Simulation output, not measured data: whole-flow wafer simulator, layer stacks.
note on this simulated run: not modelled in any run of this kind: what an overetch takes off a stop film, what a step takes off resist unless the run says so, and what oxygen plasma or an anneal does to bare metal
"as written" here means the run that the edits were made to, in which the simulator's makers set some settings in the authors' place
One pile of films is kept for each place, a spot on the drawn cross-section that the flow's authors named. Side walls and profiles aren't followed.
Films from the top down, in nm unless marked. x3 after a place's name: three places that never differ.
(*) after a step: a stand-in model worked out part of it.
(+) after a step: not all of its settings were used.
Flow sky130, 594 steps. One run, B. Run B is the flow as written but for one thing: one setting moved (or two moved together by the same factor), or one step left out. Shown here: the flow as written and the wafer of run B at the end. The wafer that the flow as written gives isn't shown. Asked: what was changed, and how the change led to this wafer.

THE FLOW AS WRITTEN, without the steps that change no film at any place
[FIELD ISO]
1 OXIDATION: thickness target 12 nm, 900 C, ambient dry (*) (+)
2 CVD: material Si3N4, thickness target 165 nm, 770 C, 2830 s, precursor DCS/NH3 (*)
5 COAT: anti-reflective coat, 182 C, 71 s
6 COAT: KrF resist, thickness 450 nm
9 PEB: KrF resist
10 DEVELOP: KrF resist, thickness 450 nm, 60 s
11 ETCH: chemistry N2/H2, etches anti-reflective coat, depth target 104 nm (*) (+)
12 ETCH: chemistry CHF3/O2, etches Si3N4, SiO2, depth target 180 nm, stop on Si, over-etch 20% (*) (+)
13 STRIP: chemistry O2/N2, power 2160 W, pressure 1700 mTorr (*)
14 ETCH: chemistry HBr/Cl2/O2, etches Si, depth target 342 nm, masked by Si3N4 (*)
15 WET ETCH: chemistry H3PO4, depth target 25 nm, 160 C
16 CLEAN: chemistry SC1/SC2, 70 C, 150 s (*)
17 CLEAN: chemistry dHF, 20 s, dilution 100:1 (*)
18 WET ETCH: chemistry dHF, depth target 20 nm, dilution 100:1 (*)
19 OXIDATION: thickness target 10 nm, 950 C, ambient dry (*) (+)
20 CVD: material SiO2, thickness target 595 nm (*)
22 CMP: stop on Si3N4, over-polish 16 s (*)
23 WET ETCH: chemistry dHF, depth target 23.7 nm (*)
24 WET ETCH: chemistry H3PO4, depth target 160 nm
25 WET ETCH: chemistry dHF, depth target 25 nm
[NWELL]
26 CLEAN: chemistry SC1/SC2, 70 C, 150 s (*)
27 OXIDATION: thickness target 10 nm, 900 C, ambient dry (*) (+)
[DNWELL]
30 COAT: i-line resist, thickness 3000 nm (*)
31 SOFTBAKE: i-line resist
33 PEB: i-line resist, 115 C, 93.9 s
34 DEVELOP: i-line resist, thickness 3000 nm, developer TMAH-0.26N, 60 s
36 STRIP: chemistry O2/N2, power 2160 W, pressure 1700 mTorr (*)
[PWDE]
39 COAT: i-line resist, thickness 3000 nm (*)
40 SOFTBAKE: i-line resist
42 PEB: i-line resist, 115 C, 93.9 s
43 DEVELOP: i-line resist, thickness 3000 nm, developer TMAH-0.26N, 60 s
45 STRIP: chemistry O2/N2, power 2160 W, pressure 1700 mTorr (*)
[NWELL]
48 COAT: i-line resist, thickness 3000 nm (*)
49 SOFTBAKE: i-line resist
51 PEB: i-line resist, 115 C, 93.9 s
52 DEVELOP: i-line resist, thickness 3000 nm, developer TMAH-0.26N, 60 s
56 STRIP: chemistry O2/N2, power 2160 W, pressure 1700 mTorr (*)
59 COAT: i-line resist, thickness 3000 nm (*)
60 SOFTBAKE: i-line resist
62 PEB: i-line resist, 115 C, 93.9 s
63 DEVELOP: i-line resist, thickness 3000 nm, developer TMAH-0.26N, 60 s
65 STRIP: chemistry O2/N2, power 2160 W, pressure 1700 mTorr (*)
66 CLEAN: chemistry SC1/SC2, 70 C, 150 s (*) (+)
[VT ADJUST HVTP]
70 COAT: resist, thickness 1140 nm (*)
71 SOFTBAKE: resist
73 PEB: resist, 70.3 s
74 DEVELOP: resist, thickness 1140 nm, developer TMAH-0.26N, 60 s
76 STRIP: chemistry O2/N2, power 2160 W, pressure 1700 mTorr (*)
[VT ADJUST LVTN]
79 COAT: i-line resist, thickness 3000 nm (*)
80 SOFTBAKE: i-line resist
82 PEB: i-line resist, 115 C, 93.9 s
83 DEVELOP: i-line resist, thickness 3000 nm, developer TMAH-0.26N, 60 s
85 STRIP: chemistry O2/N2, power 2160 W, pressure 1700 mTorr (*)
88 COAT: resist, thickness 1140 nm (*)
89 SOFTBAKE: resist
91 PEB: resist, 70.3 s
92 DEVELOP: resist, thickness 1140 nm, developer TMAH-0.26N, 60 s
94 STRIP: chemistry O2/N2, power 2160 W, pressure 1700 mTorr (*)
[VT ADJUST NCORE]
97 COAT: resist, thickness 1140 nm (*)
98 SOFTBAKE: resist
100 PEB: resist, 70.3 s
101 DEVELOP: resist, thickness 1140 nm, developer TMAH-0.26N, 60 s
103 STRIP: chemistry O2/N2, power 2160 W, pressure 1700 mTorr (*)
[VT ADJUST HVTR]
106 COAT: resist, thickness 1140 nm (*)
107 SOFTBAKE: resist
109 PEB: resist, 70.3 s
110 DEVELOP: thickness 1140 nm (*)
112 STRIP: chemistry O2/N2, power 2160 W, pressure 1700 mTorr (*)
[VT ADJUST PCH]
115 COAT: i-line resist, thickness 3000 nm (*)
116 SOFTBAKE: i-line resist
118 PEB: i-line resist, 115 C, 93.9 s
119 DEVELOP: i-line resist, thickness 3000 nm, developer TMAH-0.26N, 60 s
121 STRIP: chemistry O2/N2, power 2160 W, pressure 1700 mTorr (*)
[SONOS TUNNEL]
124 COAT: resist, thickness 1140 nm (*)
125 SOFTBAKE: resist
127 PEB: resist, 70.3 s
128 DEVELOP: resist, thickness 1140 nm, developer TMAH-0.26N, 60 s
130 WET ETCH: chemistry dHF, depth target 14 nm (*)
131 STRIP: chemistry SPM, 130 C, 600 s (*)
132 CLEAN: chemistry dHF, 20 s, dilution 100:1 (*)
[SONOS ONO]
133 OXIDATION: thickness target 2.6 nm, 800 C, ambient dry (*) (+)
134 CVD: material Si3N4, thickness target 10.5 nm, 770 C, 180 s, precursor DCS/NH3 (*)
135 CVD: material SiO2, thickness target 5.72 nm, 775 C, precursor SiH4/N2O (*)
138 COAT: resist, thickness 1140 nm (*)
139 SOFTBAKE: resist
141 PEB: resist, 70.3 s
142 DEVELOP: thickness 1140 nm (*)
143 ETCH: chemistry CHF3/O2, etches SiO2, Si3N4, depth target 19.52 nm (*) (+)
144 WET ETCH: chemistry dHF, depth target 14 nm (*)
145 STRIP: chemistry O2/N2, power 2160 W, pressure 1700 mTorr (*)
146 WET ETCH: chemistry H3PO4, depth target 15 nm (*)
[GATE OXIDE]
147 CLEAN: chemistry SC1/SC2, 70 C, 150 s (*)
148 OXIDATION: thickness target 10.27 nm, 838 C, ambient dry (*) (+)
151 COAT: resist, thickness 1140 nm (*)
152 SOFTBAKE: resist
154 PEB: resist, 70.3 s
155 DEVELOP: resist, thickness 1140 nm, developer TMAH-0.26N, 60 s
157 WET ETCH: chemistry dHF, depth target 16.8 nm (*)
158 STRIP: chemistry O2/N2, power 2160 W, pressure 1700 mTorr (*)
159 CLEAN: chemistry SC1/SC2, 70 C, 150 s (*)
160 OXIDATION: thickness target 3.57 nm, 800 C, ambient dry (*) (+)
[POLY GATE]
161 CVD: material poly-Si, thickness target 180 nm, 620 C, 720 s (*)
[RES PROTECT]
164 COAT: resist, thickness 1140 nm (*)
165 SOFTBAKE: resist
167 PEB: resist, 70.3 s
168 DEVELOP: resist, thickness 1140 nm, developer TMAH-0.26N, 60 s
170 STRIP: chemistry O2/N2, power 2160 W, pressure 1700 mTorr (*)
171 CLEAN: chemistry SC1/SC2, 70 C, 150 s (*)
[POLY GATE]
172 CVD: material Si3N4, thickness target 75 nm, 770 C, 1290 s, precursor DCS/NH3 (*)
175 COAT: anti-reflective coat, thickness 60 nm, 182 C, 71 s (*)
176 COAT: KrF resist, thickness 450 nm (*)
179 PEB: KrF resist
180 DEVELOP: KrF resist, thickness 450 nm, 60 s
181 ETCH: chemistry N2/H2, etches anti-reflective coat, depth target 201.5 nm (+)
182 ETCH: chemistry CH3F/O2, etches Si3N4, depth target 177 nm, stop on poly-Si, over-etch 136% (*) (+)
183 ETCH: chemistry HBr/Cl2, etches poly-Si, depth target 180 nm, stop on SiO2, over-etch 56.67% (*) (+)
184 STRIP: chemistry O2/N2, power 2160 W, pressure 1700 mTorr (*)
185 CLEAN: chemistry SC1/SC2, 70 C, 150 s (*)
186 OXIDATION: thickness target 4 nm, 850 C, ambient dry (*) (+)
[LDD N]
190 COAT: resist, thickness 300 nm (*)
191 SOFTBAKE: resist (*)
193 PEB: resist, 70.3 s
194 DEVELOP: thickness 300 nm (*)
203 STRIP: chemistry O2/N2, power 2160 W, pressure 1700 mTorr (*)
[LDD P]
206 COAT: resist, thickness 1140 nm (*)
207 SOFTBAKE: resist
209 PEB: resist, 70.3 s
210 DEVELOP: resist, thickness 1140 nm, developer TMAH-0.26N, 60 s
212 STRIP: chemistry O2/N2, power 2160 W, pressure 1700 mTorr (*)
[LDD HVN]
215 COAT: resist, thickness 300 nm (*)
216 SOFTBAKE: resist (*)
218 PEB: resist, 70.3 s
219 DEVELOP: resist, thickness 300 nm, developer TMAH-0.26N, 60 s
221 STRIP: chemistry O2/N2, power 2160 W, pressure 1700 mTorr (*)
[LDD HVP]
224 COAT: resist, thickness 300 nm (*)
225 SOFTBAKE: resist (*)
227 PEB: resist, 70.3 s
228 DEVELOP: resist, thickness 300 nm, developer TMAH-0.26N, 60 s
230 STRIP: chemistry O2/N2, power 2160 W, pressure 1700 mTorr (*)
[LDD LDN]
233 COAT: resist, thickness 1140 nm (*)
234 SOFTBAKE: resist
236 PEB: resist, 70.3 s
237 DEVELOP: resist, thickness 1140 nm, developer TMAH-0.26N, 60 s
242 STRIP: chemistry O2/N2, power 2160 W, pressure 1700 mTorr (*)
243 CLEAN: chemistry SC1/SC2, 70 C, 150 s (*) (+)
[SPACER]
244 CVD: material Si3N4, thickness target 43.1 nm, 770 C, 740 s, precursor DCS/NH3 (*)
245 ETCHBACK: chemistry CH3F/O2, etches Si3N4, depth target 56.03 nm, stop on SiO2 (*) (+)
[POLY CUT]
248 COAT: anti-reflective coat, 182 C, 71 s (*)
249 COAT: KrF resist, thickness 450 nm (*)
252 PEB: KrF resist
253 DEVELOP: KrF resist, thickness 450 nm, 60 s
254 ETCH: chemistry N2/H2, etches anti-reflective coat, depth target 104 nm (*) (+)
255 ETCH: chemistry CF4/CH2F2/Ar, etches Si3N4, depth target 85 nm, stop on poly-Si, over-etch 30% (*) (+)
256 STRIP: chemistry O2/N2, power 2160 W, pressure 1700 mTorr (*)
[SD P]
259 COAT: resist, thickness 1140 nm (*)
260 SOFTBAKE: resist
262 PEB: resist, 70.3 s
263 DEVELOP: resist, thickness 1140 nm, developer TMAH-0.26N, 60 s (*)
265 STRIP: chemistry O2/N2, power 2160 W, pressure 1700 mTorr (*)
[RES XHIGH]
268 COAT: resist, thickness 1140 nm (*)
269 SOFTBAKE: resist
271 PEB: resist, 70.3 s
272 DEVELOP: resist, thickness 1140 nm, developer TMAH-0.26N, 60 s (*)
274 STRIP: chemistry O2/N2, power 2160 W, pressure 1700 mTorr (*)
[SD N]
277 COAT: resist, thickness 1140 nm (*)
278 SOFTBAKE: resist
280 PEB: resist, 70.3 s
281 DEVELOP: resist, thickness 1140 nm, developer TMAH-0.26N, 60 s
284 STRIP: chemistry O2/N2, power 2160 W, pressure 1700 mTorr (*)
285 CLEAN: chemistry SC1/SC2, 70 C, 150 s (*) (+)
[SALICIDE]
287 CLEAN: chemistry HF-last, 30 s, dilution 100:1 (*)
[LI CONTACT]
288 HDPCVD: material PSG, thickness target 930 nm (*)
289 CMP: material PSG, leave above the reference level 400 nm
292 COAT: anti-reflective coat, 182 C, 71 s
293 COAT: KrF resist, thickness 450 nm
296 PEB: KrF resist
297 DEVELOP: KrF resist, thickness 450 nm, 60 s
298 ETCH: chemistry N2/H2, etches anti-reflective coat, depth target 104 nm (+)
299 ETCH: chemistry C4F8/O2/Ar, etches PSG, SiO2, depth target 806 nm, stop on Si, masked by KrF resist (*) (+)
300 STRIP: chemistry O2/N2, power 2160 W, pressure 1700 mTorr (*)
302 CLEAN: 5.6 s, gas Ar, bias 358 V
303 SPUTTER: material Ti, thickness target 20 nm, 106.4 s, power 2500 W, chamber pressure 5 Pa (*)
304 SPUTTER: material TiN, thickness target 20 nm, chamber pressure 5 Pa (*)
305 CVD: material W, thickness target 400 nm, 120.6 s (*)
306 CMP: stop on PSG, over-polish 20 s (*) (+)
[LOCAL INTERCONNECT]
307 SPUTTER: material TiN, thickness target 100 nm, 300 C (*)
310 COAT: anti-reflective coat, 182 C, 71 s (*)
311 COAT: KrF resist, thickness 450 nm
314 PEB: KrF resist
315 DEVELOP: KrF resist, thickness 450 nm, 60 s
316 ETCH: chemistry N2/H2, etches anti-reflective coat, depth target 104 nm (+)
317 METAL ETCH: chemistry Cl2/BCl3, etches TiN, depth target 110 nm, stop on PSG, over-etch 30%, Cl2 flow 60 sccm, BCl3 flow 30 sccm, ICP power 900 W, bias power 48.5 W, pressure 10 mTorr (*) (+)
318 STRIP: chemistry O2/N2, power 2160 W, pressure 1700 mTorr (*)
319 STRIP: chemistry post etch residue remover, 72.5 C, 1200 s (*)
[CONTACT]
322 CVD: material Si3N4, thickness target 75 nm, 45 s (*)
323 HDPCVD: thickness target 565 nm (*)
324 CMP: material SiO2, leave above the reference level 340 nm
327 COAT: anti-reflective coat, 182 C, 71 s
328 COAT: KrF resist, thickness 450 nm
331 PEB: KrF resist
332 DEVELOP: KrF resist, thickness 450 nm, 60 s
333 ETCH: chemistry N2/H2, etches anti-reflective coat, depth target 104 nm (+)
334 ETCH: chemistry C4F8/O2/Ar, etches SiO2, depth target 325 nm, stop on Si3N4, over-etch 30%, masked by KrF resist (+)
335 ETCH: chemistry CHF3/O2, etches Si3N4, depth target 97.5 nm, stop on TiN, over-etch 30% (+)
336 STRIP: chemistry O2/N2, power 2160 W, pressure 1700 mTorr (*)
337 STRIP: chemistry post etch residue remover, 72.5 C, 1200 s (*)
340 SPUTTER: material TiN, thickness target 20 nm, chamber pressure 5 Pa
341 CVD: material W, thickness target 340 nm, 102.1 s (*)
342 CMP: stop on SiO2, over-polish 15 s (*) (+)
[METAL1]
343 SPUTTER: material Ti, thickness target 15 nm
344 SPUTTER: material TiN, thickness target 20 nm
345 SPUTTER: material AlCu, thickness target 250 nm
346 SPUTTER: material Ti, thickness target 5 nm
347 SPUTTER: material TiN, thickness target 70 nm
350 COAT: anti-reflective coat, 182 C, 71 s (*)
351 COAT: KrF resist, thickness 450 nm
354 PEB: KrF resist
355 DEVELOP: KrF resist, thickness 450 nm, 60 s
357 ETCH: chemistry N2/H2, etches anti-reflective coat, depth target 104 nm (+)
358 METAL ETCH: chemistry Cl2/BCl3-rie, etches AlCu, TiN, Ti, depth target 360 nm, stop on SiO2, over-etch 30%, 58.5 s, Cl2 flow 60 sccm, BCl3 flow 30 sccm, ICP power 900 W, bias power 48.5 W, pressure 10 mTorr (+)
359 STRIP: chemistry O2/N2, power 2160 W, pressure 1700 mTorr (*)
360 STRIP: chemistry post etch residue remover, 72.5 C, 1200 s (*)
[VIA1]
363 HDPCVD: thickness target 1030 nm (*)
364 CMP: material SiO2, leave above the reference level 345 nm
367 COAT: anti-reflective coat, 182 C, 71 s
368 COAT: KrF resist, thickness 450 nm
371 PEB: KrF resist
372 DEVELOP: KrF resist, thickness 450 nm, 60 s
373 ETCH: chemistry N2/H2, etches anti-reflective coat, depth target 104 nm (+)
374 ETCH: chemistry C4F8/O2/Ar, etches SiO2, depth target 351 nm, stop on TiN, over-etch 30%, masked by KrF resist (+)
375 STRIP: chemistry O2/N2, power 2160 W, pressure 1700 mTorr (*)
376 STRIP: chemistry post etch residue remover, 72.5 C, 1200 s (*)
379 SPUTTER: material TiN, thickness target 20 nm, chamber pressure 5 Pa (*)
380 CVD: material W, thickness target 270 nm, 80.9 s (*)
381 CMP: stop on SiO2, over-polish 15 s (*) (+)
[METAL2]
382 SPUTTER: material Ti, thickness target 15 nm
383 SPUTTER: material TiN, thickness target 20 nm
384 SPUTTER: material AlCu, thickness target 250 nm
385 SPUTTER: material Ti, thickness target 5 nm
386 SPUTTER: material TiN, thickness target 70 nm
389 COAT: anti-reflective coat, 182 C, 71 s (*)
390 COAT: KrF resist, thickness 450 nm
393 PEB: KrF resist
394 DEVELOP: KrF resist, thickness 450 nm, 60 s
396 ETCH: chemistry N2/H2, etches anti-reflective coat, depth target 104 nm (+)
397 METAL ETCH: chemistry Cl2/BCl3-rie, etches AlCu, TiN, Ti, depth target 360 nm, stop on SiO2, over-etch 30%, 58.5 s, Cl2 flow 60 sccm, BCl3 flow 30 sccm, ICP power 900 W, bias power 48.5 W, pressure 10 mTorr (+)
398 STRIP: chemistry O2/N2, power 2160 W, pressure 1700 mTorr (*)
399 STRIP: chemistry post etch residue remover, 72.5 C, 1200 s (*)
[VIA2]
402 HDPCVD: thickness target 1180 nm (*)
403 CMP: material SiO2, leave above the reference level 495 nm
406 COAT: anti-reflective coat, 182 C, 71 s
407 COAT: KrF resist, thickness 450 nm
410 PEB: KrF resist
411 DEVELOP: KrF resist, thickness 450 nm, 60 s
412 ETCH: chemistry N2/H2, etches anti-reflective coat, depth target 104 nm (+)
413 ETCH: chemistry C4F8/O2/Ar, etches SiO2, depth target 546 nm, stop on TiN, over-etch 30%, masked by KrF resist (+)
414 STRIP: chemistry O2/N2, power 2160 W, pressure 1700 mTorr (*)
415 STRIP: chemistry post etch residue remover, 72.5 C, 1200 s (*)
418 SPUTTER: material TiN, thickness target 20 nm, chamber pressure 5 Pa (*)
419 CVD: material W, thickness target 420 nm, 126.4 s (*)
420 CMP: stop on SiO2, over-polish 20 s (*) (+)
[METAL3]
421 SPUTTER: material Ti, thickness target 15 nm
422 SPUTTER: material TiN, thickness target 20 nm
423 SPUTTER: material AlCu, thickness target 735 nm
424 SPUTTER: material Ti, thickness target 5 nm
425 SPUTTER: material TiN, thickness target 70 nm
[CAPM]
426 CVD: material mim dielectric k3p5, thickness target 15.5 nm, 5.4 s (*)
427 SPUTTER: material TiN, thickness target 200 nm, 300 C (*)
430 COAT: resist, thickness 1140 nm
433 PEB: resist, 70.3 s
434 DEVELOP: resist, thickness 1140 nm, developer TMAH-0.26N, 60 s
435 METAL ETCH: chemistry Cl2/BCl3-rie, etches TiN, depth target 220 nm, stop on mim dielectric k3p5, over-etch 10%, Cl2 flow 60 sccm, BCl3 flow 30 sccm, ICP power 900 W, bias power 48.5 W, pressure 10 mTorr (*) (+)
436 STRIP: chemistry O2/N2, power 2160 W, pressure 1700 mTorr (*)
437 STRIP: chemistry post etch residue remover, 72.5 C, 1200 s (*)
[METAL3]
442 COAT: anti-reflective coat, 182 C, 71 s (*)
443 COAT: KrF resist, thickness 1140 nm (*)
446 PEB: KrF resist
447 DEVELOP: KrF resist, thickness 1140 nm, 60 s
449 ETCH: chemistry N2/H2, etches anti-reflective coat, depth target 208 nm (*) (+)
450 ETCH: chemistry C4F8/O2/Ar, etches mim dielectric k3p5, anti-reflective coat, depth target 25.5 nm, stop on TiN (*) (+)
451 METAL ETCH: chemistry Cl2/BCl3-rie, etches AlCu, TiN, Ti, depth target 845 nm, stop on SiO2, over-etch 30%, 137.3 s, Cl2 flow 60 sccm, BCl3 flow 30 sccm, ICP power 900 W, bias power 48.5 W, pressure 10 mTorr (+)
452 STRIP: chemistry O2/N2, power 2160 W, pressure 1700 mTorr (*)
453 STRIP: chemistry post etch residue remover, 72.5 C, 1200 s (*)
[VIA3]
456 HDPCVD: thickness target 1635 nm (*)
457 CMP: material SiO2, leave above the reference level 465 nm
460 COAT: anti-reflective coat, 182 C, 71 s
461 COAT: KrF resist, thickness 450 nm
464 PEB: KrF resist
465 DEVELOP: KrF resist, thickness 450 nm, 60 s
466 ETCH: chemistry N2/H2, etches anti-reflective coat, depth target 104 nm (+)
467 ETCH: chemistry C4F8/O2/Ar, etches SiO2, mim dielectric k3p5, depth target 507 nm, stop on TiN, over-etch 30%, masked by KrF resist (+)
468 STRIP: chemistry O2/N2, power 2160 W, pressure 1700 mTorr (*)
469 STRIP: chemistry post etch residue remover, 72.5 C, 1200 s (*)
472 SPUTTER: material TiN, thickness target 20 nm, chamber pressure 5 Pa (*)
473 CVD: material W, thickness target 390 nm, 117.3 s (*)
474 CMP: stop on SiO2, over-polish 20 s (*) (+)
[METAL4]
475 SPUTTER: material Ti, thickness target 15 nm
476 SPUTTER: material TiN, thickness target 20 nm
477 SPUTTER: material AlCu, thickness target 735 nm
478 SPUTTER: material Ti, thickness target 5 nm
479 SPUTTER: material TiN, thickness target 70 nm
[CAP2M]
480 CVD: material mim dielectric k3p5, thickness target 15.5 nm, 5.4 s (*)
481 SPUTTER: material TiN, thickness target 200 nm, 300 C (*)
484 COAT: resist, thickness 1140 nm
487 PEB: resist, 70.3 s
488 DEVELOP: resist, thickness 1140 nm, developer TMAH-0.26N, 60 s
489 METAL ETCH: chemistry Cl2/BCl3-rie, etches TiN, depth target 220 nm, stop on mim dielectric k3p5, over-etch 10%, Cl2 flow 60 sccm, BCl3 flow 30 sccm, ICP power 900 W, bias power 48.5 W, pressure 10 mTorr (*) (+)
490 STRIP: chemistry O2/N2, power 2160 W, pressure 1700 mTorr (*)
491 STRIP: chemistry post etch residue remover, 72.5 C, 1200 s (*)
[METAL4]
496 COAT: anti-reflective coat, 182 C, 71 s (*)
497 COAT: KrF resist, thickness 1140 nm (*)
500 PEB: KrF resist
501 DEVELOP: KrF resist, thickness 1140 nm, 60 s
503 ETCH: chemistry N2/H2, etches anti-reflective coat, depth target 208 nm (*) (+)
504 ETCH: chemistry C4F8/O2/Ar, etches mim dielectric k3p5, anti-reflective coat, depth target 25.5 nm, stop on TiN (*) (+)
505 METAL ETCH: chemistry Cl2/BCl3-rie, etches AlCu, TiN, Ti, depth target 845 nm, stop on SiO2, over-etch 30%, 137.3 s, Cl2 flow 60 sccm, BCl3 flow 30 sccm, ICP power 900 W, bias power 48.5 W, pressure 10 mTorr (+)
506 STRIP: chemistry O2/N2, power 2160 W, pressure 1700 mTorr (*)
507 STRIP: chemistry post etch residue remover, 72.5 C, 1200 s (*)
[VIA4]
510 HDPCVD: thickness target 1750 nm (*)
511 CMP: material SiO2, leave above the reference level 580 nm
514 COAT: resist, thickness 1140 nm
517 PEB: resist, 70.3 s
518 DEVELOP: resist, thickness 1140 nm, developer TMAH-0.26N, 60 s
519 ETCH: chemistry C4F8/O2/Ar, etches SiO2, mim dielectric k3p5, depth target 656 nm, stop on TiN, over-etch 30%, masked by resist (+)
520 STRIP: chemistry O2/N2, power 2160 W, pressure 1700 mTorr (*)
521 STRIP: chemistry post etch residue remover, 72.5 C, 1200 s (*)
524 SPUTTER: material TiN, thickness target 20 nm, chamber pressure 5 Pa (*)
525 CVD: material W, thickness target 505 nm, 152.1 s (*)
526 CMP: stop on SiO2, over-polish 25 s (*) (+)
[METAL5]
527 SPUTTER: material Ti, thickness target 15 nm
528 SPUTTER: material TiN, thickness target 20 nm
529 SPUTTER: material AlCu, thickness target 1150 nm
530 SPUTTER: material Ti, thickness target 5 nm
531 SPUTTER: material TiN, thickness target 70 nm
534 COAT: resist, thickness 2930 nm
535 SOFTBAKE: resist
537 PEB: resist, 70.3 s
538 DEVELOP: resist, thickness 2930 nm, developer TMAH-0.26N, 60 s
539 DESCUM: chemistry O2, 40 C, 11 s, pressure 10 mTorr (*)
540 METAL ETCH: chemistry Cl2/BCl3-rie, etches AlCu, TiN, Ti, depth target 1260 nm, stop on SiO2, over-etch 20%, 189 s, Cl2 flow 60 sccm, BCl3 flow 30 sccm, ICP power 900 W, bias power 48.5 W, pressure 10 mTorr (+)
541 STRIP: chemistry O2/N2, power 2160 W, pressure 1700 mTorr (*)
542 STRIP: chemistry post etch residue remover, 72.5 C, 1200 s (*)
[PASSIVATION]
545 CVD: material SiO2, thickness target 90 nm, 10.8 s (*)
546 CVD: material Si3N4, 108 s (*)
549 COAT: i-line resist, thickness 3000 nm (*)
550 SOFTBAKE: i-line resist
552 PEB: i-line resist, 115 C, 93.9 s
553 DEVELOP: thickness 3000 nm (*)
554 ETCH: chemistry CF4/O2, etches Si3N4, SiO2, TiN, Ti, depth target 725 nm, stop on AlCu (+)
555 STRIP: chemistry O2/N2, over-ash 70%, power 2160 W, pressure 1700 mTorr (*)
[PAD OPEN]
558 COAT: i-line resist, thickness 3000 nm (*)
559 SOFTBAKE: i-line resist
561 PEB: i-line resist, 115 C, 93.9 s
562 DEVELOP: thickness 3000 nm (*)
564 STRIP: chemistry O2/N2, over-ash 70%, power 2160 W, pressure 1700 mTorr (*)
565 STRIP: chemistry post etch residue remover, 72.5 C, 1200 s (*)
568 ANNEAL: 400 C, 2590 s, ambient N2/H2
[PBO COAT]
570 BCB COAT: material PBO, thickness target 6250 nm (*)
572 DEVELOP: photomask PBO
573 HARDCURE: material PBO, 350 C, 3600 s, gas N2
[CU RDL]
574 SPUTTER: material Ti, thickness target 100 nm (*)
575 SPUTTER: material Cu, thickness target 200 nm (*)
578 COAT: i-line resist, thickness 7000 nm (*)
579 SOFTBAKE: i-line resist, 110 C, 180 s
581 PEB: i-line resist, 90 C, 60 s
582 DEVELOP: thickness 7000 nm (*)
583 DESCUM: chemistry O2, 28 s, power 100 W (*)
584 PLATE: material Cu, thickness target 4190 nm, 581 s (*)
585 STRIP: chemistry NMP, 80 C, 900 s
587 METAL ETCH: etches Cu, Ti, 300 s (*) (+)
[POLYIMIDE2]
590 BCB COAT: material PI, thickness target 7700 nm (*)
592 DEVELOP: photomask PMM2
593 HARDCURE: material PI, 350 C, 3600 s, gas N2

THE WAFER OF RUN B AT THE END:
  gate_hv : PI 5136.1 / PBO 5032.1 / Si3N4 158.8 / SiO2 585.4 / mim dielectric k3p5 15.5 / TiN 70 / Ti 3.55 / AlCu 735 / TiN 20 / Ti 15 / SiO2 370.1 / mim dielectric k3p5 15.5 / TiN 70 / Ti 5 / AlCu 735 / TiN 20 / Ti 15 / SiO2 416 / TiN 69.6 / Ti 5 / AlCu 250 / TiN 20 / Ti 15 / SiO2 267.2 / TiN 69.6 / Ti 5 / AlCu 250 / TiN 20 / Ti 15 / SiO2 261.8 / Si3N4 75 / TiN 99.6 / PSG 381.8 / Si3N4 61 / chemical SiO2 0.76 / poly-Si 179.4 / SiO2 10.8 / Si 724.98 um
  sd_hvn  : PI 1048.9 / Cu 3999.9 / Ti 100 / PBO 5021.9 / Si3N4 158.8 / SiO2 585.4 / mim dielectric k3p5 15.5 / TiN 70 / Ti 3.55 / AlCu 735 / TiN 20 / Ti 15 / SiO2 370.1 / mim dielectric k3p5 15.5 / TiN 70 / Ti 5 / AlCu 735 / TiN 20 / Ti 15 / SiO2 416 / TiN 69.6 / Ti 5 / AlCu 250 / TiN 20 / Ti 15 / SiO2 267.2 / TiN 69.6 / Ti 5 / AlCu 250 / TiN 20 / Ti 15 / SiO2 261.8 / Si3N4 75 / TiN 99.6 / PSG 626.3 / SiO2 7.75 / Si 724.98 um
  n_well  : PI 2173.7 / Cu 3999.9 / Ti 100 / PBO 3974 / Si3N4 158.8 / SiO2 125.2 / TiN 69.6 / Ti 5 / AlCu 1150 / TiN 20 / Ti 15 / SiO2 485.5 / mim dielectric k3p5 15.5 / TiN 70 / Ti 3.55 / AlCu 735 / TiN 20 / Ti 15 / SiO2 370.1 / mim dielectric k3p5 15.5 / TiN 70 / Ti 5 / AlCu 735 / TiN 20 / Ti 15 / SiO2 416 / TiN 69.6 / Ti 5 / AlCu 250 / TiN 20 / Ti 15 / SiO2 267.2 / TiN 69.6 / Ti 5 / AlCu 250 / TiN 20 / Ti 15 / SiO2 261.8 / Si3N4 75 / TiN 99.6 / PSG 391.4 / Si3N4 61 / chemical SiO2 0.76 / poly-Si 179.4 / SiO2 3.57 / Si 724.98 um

The cause: step 478, SPUTTER: thickness target 3.55 nm was run, where the flow has thickness target 5 nm.
It can be read off the wafer: gate_hv has Ti 3.55, and step 478 as written asks for 5 nm.

How the change led to this, step by step:
  478 SPUTTER: material Ti, thickness target 5 nm
      field, active, n_well and 189 more: Ti +3.55 (new film) (as written it would be: Ti +5 (new film))
  505 METAL ETCH: chemistry Cl2/BCl3-rie, etches AlCu, TiN, Ti, depth target 845 nm, stop on SiO2, over-etch 30%, 137.3 s, Cl2 flow 60 sccm, BCl3 flow 30 sccm, ICP power 900 W, bias power 48.5 W, pressure 10 mTorr (+)
      field, gate, spacer and 68 more: TiN -70 (all of it), Ti -3.55 (all of it), AlCu -735 (all of it), TiN -20 (all of it), Ti -15 (all of it), SiO2 -25.5 (as written it would be: TiN -70 (all of it), Ti -5 (all of it), AlCu -735 (all of it), TiN -20 (all of it), Ti -15 (all of it), SiO2 -25.4)
      active, vpp_iso1, mim_edge_plate and 14 more: TiN -70 (all of it), Ti -3.55 (all of it), AlCu -735 (all of it), TiN -20 (all of it), Ti -15 (all of it), SiO2 -25.5 (as written it would be: TiN -70 (all of it), Ti -5 (all of it), AlCu -735 (all of it), TiN -20 (all of it), Ti -15 (all of it), SiO2 -25.3)
